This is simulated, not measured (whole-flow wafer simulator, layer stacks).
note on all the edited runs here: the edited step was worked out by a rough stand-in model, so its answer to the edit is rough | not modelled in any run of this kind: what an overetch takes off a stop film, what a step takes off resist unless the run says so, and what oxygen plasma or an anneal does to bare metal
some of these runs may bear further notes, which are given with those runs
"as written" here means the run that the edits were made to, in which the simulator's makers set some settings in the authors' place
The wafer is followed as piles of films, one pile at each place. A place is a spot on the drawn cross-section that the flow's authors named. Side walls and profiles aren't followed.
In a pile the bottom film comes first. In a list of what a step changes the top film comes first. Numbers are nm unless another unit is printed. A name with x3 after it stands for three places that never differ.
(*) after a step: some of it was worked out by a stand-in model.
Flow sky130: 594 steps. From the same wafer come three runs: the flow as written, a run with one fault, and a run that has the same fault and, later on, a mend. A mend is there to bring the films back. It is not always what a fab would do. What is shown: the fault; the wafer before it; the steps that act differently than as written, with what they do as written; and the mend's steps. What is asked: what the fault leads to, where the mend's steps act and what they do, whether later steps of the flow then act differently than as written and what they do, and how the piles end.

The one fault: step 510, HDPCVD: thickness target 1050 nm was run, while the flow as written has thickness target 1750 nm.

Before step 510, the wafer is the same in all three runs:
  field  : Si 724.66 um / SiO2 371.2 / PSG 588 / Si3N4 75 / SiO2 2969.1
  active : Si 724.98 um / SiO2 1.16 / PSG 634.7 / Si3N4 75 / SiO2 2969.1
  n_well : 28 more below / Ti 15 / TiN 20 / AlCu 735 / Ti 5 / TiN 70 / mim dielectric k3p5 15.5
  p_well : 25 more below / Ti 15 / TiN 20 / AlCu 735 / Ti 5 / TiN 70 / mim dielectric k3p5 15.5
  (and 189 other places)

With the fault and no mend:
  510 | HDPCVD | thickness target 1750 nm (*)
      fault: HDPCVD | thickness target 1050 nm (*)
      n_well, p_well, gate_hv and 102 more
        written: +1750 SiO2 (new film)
        fault: +1050 SiO2 (new film)
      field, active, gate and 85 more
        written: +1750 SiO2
        fault: +1050 SiO2
  Steps later in the flow that act otherwise than as written (22 more steps, not shown, differ only slightly: by at most 2% or 0.5 nm, whichever is larger):
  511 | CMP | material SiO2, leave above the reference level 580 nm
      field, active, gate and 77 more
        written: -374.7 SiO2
        fault: nothing
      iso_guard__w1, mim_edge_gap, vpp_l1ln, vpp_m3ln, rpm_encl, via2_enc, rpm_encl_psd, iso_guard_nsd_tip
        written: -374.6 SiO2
        fault: nothing
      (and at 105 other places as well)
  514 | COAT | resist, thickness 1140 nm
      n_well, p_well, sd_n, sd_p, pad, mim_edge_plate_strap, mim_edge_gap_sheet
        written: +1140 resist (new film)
        fault: +816.7 resist (new film)
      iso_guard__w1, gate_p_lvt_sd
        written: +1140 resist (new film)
        fault: +1196.1 resist (new film)
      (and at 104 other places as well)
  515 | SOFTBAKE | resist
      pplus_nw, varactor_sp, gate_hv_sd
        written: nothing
        fault: -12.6 resist
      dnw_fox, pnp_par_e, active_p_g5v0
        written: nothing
        fault: -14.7 resist
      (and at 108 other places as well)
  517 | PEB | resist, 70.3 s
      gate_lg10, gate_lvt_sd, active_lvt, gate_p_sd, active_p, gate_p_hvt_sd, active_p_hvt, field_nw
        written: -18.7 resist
        fault: -19.5 resist
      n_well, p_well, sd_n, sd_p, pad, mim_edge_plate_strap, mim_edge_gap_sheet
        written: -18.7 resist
        fault: -12.3 resist
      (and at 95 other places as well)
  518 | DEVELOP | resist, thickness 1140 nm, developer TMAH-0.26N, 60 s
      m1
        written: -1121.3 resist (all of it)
        fault: -908.5 resist (all of it)
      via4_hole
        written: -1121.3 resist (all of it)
        fault: -878.8 resist (all of it)
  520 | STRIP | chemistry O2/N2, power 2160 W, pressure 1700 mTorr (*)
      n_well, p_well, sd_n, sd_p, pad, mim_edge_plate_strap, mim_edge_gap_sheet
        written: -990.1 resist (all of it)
        fault: -673.1 resist (all of it)
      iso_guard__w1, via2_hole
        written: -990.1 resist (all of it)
        fault: -1033.3 resist (all of it)
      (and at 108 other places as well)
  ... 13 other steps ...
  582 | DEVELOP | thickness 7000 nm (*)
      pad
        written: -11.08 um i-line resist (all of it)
        fault: -11.1 um i-line resist (all of it)
  The piles end different from the flow's at field, active, gate and 87 more by more than 2% or 0.5 nm, whichever is larger.
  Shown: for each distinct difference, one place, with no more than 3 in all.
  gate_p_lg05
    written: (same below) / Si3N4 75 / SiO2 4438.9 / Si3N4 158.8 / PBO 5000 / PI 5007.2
    fault: (same below) / Si3N4 75 / SiO2 4019.1 / TiN 20 / W 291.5 / SiO2 125.2 / Si3N4 158.8 / PBO 5000 / PI 5005.1
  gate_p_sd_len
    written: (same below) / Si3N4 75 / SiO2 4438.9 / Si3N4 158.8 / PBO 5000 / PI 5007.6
    fault: (same below) / Si3N4 75 / SiO2 4019.1 / TiN 20 / W 291.5 / SiO2 125.2 / Si3N4 158.8 / PBO 5000 / PI 5005.1
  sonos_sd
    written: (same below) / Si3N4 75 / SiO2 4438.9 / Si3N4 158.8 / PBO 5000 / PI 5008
    fault: (same below) / Si3N4 75 / SiO2 4019.1 / TiN 20 / W 291.5 / SiO2 125.2 / Si3N4 158.8 / PBO 5000 / PI 5001.8

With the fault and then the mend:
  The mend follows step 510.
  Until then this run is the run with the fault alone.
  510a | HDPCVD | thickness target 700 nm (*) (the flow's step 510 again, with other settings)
      field, active, n_well and 190 more
        +700 SiO2
  Later steps of the flow that are run all act as written at every place that is followed.
  At every place that both follow, the piles at the end match the flow's.
